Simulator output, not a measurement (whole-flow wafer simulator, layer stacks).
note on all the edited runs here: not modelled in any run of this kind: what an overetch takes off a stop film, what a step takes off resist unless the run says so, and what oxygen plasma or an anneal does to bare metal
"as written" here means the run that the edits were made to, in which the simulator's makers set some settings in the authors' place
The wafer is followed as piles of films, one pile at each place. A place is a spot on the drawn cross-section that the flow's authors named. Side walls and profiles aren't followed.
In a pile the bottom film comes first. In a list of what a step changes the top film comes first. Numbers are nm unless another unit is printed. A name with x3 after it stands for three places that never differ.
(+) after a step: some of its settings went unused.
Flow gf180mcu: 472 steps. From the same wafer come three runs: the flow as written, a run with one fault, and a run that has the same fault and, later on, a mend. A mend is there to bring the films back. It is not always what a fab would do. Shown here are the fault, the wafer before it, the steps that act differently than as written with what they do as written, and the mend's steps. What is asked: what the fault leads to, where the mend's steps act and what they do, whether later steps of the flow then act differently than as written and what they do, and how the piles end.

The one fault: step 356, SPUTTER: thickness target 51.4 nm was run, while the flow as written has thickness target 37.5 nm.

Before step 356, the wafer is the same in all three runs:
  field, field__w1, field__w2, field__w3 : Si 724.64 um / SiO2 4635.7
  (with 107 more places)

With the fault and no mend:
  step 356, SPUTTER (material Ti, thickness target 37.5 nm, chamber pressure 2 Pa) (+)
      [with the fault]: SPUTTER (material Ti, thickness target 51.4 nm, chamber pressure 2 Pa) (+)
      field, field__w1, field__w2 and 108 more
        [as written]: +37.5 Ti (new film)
        [with the fault]: +51.4 Ti (new film)
  Steps further on in the flow that do not act as written:
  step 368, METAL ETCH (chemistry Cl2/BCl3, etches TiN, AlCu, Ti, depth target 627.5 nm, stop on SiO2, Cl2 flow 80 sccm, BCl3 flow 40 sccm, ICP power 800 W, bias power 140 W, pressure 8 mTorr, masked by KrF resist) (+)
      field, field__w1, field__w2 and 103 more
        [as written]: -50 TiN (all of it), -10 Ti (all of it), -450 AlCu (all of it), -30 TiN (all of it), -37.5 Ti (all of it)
        [with the fault]: -50 TiN (all of it), -10 Ti (all of it), -450 AlCu (all of it), -30 TiN (all of it), -51.4 Ti (all of it)
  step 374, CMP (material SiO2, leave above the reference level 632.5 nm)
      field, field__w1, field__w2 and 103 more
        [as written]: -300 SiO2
        [with the fault]: -286.1 SiO2
  By the end, the piles at field__w8, contact, m1, m1__w1, m1_nw depart from the flow's by more than 2% or 0.5 nm, whichever is larger.
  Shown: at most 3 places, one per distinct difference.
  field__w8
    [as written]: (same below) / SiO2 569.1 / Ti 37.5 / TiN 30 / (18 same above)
    [with the fault]: (same below) / SiO2 569.1 / Ti 51.4 / TiN 30 / (18 same above)
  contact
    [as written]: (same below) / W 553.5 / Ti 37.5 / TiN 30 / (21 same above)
    [with the fault]: (same below) / W 553.5 / Ti 51.4 / TiN 30 / (21 same above)

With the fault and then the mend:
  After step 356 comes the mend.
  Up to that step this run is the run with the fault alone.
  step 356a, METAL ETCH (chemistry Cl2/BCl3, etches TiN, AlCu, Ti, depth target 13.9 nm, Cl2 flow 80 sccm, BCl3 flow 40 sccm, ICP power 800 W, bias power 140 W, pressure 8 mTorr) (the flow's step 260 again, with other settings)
      field, field__w1, field__w2 and 108 more
        -13.9 Ti
  Later steps of the flow that are run all act as written at every place that is followed.
  By the end, the piles equal the flow's at every place that both follow.
